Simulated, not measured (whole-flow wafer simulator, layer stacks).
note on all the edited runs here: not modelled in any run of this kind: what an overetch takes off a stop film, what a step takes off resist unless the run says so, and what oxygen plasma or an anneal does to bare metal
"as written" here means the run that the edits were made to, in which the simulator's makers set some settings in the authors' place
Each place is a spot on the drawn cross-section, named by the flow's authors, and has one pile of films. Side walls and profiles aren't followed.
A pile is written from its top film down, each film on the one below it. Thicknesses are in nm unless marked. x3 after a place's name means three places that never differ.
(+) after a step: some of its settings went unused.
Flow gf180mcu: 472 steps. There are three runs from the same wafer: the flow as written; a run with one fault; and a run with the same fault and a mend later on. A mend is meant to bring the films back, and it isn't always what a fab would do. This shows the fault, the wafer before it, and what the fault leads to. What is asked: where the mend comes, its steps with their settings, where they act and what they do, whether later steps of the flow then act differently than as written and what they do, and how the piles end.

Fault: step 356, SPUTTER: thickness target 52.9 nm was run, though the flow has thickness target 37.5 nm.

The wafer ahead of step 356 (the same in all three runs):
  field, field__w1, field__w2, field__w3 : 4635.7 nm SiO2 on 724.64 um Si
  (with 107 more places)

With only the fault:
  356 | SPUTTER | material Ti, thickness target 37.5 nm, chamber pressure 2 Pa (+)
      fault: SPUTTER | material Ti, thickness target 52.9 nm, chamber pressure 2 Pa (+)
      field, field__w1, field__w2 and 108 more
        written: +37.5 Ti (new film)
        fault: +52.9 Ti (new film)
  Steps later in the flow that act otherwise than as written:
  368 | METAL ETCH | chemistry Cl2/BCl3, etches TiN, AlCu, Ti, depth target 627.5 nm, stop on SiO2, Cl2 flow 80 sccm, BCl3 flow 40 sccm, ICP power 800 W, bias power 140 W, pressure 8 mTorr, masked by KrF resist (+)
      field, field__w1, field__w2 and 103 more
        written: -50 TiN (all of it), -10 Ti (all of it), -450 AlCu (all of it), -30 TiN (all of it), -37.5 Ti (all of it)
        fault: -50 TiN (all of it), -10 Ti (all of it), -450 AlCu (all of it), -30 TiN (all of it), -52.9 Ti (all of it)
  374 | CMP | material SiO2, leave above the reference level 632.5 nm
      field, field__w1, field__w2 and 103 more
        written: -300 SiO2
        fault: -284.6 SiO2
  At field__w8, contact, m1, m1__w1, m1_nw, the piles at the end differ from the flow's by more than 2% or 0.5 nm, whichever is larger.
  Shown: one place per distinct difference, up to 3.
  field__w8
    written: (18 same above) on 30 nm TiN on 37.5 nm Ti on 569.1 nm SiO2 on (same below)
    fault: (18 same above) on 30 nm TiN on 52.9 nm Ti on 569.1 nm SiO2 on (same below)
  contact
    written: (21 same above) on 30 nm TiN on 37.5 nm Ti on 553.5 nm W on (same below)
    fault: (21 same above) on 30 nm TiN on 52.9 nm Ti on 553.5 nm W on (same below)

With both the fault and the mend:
  The mend stands after step 356.
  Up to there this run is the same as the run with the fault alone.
  356a | METAL ETCH | chemistry Cl2/BCl3, etches TiN, AlCu, Ti, depth target 15.4 nm, Cl2 flow 80 sccm, BCl3 flow 40 sccm, ICP power 800 W, bias power 140 W, pressure 8 mTorr (a further turn of the flow's step 260, with different settings)
      field, field__w1, field__w2 and 108 more
        -15.4 Ti
  None of the later steps of the flow acts differently than as written at any place that is followed.
  The piles end the same as the flow's at every place that both follow.
